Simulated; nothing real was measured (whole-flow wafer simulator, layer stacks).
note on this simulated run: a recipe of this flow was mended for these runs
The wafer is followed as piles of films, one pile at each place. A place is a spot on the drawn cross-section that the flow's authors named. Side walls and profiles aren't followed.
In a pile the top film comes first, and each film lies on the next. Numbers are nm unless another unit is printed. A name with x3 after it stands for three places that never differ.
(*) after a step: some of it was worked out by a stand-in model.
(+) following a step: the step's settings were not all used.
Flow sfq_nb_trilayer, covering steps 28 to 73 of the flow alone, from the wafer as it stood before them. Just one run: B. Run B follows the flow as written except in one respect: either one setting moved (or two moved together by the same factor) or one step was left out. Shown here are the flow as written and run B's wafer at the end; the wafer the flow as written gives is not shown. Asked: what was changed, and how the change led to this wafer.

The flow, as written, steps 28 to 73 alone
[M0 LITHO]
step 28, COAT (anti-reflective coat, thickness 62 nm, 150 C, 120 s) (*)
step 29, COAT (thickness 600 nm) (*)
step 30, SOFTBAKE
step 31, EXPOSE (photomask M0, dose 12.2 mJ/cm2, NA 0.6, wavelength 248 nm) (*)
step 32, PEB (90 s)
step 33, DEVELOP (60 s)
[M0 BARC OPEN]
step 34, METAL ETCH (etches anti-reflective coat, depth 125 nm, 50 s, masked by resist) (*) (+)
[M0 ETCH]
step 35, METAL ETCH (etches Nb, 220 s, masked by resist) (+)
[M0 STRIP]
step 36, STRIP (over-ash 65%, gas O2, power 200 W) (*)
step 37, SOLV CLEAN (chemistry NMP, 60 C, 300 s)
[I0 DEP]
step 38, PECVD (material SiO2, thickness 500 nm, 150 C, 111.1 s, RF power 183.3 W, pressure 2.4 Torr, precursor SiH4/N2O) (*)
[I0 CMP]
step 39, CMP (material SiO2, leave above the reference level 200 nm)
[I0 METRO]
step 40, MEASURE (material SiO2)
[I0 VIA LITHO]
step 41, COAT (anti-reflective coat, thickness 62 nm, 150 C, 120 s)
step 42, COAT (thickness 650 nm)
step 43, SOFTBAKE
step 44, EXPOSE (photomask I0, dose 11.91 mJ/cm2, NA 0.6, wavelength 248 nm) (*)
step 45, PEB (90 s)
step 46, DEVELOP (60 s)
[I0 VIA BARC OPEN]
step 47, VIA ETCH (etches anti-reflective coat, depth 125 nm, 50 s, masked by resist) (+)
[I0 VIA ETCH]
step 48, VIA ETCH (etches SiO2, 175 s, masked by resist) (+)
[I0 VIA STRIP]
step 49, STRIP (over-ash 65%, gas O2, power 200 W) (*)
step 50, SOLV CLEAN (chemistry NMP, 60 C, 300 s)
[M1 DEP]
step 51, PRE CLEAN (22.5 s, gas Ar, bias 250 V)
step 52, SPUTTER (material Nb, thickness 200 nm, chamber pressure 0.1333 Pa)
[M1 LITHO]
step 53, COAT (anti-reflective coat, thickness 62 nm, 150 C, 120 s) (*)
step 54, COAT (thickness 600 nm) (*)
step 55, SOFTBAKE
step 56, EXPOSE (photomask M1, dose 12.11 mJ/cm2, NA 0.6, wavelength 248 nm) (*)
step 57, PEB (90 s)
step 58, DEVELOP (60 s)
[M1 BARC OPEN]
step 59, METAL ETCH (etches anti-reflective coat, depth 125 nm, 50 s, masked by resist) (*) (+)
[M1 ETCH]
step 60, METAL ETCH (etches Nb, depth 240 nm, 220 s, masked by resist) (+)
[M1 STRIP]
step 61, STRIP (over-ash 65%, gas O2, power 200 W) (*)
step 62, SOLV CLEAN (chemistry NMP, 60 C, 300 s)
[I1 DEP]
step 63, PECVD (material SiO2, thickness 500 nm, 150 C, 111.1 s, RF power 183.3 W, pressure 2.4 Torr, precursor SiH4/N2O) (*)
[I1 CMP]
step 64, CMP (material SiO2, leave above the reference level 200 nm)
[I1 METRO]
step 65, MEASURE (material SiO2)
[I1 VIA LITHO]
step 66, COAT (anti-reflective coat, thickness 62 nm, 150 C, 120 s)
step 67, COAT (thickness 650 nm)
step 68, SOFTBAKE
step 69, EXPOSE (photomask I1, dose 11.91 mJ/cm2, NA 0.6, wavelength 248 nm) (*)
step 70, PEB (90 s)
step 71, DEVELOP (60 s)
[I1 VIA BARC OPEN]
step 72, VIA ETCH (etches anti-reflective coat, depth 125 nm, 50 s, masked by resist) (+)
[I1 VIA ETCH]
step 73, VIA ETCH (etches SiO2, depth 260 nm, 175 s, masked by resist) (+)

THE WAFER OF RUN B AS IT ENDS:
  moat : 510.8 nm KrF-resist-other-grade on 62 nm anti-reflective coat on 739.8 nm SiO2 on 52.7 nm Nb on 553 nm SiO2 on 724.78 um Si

Cause: step 35, METAL ETCH: 135 s was run, though the flow has 220 s.

The path from the change to this, step by step:
  step 35, METAL ETCH (etches Nb, 220 s, masked by resist) (+)
      moat, m0r_space_l x2: Nb loses 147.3 (as written it would have been: Nb loses 200 (all of it), SiO2 loses 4)
      field_l, v_sur, via_wl and 100 more: KrF-resist-other-grade loses 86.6 (as written it would have been: KrF-resist-other-grade loses 141.2)
  step 36, STRIP (over-ash 65%, gas O2, power 200 W) (*)
      p4_fl x53, wl_j_sl x16, wl_d_sl x2: KrF-resist-other-grade loses 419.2 (all of it), anti-reflective coat loses 62 (all of it) (as written it would have been: KrF-resist-other-grade loses 364.6 (all of it), anti-reflective coat loses 62 (all of it))
      jj_sur, ce_l, c5j, res: KrF-resist-other-grade loses 425 (all of it), anti-reflective coat loses 63.7 (all of it) (as written it would have been: KrF-resist-other-grade loses 370.5 (all of it), anti-reflective coat loses 63.7 (all of it))
      (and at 28 other places as well)
  step 38, PECVD (material SiO2, thickness 500 nm, 150 C, 111.1 s, RF power 183.3 W, pressure 2.4 Torr, precursor SiH4/N2O) (*)
      moat, m0r_space_l x2: SiO2 gains 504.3 (new film) (as written it would have been: SiO2 gains 561.1)
With metal films that touch counted as one body, moat has 1 body; the flow as written gives 0 bodies.
